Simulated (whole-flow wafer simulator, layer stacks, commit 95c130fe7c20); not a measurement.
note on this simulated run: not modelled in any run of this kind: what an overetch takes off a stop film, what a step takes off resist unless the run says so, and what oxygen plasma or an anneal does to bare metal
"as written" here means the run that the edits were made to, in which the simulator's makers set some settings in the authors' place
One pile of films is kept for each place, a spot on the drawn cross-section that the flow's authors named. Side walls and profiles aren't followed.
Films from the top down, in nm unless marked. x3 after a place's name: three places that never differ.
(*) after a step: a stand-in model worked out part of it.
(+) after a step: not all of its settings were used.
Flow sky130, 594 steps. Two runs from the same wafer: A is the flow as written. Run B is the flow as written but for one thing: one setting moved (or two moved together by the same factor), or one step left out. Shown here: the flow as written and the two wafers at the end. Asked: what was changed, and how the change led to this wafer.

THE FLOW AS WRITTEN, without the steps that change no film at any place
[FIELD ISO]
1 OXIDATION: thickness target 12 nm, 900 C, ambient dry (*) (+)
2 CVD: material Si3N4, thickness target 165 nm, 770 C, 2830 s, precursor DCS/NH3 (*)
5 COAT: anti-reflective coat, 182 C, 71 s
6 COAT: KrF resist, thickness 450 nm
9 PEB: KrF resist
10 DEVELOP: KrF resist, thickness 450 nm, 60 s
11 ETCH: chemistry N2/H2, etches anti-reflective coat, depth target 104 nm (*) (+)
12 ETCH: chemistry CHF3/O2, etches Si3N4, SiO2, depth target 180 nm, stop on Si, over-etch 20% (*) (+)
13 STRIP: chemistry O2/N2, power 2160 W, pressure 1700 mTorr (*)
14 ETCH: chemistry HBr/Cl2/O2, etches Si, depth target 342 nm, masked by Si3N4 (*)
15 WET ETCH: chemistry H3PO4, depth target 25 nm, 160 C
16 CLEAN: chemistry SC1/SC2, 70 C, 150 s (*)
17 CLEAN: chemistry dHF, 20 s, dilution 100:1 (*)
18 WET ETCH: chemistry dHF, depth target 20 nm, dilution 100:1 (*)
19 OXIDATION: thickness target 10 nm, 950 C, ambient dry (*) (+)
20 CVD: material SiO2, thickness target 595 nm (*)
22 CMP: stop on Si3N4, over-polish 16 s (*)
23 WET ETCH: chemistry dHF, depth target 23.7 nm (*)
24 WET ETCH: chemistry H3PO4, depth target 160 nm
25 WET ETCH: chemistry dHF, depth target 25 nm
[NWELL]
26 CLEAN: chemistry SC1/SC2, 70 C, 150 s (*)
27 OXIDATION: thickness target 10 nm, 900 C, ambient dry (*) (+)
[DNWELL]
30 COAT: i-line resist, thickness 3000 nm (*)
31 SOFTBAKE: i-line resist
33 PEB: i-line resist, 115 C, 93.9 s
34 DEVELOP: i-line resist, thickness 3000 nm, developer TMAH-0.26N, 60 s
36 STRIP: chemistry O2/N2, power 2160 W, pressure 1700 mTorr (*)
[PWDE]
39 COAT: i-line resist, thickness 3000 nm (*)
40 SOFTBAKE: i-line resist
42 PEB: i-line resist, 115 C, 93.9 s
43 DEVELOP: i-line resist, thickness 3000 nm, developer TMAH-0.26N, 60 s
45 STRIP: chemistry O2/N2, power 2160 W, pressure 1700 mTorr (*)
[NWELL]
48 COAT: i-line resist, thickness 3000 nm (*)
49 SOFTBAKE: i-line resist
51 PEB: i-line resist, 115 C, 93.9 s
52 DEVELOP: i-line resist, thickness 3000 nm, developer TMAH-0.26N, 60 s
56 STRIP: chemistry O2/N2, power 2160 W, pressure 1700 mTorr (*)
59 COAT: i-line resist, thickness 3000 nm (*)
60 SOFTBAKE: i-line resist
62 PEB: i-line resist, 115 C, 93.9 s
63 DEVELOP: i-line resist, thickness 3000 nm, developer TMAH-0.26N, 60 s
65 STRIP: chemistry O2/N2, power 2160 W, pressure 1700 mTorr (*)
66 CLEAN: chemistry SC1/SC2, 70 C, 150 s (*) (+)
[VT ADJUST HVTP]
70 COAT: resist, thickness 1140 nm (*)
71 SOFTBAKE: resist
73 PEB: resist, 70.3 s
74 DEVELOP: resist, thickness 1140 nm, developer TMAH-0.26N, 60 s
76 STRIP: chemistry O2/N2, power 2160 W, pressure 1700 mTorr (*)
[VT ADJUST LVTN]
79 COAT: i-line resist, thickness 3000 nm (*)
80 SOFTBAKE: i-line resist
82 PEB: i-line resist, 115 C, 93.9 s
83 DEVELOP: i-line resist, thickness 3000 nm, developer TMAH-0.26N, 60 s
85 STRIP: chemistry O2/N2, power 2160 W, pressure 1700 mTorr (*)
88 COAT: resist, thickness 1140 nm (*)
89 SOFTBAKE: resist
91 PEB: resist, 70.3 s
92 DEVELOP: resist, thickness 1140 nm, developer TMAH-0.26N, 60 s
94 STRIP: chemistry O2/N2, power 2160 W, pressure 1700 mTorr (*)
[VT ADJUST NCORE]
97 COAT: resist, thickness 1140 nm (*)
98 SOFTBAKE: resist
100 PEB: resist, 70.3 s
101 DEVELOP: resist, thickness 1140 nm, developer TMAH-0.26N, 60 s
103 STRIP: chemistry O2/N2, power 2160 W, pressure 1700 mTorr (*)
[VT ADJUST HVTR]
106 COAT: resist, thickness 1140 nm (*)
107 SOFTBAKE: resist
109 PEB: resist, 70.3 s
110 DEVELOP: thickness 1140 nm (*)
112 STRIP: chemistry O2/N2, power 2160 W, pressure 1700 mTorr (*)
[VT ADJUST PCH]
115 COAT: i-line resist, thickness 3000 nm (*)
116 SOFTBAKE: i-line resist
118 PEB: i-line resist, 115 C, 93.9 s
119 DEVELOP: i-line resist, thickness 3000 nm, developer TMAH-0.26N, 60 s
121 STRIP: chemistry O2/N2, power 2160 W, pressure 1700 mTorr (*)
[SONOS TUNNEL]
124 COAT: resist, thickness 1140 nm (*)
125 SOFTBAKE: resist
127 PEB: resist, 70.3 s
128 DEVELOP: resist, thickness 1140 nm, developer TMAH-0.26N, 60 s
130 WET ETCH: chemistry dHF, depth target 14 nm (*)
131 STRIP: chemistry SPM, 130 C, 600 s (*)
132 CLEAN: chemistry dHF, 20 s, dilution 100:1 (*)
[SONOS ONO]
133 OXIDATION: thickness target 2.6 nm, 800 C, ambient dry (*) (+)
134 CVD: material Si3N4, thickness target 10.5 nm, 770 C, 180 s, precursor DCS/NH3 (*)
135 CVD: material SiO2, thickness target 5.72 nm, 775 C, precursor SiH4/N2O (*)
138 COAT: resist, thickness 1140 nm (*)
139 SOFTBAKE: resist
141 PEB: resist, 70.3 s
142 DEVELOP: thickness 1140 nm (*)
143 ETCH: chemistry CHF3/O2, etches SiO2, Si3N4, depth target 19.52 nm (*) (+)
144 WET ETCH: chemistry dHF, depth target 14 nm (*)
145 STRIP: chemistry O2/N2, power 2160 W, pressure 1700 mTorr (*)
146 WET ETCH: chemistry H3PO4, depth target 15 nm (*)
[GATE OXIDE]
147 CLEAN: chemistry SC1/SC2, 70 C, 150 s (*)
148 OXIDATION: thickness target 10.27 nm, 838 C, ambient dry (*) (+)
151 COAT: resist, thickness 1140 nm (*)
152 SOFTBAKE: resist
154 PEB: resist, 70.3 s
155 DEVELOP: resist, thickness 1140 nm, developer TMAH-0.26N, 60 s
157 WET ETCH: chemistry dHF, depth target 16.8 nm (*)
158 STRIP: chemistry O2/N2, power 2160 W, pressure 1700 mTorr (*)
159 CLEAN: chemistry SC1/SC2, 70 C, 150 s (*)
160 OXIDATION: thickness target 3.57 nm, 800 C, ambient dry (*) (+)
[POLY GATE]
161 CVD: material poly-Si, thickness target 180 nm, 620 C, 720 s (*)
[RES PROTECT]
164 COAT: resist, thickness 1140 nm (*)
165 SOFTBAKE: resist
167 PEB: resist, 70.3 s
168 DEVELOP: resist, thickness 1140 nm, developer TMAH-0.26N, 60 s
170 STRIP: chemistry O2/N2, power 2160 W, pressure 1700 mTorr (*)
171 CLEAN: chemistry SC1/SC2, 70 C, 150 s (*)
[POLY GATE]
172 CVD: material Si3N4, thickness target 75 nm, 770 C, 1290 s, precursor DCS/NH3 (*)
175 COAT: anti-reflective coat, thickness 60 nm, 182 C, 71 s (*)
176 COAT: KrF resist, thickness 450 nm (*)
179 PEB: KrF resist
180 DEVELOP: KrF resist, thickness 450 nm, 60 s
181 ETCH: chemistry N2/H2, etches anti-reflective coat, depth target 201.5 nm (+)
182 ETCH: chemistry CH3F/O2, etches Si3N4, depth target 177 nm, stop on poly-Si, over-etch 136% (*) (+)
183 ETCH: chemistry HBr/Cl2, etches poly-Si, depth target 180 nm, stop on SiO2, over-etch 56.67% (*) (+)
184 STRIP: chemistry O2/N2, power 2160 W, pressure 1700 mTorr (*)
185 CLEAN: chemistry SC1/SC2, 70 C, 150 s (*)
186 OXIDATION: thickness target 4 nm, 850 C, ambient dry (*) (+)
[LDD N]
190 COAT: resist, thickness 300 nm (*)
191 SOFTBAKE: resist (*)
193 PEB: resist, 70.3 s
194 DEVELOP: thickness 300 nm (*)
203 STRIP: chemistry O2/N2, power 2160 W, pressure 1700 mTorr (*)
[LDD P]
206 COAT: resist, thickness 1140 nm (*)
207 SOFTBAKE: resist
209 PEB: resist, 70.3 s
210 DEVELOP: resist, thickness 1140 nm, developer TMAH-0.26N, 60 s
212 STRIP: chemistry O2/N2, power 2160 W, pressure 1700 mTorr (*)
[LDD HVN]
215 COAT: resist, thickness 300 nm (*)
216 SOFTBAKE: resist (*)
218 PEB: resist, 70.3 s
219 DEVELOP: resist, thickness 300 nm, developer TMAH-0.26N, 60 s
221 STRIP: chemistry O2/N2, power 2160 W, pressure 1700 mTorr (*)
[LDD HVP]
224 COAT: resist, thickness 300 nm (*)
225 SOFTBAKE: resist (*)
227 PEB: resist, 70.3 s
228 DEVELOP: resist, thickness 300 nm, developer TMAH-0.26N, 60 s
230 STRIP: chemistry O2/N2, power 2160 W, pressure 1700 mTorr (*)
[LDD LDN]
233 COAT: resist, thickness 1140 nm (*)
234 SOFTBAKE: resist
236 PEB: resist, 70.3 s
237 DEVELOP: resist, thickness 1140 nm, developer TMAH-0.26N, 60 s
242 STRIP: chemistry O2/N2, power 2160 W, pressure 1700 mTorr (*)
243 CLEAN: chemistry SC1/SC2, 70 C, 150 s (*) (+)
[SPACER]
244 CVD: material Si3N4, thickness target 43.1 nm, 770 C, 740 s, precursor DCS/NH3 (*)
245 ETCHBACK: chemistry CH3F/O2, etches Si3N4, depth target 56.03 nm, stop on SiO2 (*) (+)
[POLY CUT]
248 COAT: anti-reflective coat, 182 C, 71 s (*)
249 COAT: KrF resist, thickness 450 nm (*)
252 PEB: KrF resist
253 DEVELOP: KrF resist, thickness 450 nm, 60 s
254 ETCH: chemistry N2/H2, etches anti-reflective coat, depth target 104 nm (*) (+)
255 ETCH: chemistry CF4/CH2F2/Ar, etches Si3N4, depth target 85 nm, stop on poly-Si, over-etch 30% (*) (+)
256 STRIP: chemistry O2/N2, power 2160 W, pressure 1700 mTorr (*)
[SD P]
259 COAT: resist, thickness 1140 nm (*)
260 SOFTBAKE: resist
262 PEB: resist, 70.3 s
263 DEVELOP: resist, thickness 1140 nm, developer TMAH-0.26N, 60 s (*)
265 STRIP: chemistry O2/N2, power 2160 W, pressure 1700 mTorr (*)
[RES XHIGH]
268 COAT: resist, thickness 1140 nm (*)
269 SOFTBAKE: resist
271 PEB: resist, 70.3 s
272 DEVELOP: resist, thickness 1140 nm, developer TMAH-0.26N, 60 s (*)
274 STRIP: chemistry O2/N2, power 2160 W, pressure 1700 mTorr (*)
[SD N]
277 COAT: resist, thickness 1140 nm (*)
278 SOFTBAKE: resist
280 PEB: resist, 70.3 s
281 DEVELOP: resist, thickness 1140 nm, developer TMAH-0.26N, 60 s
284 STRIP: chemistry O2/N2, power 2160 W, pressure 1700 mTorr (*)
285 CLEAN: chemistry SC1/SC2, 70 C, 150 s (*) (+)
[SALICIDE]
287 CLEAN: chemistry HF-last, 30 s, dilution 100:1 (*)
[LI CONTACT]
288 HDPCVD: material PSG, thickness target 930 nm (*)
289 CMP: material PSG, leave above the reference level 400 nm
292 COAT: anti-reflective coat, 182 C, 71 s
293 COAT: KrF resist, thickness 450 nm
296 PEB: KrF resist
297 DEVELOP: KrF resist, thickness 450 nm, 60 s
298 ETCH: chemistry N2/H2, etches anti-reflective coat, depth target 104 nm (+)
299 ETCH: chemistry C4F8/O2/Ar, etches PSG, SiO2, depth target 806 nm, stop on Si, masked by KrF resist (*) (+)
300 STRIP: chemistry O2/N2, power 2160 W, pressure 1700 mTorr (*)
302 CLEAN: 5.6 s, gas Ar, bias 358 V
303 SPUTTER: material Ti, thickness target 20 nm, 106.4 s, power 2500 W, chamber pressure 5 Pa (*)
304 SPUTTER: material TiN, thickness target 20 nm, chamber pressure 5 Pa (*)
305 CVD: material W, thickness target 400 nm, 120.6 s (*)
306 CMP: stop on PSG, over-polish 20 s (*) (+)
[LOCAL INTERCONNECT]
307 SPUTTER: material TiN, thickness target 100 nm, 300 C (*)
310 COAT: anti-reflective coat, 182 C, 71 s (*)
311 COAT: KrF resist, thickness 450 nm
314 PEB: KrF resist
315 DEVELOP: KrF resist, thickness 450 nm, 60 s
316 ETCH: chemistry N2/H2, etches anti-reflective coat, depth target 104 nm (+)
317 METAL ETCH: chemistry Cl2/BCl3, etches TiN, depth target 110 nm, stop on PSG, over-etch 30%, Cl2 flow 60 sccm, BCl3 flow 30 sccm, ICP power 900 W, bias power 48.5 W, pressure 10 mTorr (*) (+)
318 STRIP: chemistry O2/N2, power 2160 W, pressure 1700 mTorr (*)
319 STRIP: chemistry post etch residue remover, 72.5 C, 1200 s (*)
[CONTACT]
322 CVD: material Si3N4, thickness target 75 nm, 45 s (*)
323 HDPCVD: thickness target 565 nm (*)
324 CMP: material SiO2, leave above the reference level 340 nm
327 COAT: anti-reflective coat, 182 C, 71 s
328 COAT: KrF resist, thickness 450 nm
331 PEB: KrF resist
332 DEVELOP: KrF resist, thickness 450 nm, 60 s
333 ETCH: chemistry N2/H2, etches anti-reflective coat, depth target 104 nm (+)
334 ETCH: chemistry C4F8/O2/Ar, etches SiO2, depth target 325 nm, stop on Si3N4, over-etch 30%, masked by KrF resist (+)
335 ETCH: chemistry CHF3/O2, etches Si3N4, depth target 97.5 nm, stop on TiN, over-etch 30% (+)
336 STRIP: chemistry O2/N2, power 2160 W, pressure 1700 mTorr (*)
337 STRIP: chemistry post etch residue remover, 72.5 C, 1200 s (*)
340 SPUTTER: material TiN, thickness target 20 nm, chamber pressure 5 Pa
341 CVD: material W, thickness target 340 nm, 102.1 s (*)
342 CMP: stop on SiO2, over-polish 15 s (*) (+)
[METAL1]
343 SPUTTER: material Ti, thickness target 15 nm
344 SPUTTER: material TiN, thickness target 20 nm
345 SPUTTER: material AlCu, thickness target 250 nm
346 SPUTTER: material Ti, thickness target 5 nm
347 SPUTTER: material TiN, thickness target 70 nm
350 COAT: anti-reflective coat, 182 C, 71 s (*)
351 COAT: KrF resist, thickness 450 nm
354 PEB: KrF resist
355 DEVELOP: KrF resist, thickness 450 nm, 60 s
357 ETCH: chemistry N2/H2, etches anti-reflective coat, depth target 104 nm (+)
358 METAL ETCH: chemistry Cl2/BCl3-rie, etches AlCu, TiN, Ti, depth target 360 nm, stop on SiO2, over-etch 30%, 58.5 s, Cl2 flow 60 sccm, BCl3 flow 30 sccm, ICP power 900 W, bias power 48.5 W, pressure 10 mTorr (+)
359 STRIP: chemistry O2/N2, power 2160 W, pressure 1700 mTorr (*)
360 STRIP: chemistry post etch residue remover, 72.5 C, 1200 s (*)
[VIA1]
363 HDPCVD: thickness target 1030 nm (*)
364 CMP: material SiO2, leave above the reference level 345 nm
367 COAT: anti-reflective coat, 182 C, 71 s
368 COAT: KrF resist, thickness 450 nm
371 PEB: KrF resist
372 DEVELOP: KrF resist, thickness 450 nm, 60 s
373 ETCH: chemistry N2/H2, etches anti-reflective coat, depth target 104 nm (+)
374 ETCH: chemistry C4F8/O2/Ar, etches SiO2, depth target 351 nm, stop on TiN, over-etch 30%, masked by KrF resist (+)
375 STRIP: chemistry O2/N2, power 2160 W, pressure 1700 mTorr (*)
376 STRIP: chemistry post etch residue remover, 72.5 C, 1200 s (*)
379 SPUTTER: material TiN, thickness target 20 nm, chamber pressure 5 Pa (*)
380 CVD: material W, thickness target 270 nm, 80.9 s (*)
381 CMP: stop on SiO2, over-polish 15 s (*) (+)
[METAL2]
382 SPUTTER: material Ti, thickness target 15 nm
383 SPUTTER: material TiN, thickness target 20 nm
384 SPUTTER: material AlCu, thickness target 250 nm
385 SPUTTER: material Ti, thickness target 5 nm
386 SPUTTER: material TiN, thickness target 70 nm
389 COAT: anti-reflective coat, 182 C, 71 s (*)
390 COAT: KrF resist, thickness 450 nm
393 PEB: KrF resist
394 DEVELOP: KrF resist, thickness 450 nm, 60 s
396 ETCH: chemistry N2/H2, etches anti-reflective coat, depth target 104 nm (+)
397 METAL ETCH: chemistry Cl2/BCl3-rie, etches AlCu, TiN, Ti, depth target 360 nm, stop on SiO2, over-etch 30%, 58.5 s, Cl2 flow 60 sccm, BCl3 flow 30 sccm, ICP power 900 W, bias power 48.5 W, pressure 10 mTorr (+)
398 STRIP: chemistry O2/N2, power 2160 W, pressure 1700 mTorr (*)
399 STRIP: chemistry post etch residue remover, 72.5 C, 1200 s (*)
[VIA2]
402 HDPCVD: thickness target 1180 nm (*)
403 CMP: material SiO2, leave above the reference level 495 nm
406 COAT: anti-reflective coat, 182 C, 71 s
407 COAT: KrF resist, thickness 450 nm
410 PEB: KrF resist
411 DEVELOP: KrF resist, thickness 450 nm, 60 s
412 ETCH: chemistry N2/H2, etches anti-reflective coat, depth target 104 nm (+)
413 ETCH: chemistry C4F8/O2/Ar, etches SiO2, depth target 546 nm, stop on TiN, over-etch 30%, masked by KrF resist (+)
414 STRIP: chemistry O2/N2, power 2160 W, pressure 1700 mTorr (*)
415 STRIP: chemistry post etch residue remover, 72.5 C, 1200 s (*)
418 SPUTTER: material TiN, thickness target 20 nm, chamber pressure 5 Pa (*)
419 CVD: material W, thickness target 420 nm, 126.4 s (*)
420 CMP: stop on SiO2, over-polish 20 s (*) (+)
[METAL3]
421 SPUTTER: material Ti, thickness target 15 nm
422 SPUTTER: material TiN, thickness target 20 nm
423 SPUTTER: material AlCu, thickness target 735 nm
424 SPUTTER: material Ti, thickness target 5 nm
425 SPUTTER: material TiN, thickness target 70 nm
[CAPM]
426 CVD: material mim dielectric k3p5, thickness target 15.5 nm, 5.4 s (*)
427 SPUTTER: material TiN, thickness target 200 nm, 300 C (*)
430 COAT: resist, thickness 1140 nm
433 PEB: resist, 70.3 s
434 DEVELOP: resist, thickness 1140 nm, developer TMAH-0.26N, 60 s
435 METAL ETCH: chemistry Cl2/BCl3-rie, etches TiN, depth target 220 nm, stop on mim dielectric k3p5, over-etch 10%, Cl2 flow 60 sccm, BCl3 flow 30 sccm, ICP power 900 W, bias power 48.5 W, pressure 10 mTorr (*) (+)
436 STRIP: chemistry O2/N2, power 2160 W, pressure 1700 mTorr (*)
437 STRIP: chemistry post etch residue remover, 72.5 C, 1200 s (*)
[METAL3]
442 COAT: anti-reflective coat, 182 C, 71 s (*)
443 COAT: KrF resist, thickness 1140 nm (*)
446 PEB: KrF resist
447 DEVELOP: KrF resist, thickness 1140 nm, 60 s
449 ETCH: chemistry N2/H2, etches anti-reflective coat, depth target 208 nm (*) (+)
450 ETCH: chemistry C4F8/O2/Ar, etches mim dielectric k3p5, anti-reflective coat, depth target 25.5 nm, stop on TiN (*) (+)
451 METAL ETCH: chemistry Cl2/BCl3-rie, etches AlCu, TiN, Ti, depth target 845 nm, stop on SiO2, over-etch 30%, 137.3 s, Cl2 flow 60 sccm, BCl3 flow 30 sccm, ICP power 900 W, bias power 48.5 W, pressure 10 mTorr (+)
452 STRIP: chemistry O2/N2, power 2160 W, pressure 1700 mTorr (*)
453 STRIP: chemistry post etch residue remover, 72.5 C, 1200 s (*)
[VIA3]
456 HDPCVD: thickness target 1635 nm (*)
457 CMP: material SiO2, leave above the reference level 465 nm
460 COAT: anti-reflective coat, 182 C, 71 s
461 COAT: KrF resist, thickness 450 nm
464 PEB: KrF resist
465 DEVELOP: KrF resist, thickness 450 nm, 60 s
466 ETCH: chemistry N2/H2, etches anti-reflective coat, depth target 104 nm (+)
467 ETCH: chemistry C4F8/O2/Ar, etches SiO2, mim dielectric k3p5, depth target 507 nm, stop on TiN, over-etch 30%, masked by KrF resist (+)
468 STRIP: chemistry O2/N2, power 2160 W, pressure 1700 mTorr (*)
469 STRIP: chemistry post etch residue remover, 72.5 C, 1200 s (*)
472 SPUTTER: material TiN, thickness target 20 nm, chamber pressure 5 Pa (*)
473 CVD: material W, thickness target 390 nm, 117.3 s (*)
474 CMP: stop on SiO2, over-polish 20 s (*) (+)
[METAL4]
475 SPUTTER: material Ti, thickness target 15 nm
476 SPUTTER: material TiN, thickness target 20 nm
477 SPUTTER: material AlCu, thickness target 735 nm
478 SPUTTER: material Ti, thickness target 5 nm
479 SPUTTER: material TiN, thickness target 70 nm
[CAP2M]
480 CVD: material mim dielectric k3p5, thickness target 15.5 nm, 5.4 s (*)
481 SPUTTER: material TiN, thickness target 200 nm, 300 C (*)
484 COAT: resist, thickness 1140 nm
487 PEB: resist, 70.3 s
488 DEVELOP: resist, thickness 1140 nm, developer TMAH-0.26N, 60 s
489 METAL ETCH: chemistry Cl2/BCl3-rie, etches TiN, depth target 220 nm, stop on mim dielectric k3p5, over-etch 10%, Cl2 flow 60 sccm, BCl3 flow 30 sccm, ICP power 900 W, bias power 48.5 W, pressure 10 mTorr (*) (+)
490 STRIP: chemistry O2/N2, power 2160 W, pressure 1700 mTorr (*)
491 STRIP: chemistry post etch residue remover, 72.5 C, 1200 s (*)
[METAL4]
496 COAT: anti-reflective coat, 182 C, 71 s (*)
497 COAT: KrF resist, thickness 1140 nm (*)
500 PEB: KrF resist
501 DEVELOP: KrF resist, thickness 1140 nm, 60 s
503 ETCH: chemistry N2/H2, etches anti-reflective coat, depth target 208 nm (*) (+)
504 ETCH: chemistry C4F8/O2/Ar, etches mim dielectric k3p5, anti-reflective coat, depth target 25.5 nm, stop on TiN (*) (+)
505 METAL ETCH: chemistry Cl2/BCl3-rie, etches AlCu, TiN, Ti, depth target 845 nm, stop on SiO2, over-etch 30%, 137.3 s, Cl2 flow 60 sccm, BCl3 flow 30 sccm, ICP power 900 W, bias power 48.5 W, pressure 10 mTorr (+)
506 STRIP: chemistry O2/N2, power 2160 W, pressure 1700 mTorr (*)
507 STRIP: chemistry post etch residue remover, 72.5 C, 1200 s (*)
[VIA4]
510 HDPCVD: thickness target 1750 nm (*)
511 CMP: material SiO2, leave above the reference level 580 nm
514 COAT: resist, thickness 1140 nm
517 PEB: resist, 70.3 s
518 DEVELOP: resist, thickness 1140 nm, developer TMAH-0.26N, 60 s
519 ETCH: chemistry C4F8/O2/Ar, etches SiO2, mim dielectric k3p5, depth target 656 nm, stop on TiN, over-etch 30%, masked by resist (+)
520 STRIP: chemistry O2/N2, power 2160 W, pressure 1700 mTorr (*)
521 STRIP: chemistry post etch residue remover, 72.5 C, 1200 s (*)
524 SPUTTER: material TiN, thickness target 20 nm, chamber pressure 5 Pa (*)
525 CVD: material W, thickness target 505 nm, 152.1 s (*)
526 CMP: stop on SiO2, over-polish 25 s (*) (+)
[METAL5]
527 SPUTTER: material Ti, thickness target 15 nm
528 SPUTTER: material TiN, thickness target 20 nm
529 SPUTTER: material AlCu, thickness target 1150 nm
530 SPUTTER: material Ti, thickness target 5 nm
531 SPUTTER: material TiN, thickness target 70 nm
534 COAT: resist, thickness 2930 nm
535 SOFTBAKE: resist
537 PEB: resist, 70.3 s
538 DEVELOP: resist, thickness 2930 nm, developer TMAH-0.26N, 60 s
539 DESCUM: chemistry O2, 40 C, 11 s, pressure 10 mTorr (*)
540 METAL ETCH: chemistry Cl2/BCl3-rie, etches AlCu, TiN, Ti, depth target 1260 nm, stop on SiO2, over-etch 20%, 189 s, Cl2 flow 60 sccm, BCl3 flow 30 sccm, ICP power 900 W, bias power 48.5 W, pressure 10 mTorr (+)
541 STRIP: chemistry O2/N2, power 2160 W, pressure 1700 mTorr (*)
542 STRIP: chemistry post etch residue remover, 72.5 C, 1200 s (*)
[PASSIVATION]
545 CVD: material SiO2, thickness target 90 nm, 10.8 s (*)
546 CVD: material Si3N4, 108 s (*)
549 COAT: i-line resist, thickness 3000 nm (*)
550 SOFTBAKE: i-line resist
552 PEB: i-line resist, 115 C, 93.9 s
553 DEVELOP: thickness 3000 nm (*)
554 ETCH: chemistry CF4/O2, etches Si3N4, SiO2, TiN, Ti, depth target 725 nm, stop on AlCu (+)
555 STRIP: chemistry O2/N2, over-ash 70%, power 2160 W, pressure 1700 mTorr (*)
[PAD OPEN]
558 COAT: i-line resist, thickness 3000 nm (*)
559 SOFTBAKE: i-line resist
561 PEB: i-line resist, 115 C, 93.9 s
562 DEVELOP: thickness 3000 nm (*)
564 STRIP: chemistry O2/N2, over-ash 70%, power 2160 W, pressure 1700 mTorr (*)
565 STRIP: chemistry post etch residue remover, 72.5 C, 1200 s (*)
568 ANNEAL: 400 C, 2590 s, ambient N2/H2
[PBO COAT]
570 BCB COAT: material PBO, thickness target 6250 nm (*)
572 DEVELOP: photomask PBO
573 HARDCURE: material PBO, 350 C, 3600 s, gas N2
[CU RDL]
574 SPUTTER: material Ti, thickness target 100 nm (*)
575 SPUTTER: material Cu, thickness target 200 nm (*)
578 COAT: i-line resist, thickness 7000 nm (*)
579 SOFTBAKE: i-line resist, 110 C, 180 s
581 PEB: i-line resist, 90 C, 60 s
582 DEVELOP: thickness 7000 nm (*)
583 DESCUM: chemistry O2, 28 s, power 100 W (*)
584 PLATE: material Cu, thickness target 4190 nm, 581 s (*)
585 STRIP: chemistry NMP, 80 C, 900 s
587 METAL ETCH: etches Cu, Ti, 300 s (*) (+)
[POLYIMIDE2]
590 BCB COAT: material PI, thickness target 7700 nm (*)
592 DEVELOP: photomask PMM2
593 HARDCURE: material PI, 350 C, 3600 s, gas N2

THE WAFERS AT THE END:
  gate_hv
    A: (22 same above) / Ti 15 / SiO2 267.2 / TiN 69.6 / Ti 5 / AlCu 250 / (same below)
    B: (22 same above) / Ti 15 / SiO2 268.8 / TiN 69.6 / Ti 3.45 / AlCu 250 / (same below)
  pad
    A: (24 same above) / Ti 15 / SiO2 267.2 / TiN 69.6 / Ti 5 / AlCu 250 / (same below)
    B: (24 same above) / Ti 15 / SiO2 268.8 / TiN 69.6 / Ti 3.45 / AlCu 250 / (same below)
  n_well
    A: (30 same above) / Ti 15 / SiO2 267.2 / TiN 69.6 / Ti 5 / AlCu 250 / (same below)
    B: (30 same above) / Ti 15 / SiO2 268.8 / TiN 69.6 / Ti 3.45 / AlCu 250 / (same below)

The cause: step 346, SPUTTER: thickness target 3.45 nm was run, where the flow has thickness target 5 nm.
It can be read off the wafer: gate_hv has Ti 3.45, and step 346 as written asks for 5 nm.

How the change led to this, step by step:
  346 SPUTTER: material Ti, thickness target 5 nm
      field, active, n_well and 188 more: A Ti +5 (new film) | B Ti +3.45 (new film)
  358 METAL ETCH: chemistry Cl2/BCl3-rie, etches AlCu, TiN, Ti, depth target 360 nm, stop on SiO2, over-etch 30%, 58.5 s, Cl2 flow 60 sccm, BCl3 flow 30 sccm, ICP power 900 W, bias power 48.5 W, pressure 10 mTorr (+)
      field, active, gate and 81 more: A TiN -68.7 (all of it), Ti -5 (all of it), AlCu -250 (all of it), TiN -20 (all of it), Ti -15 (all of it), SiO2 -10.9 | B TiN -68.7 (all of it), Ti -3.45 (all of it), AlCu -250 (all of it), TiN -20 (all of it), Ti -15 (all of it), SiO2 -11.1
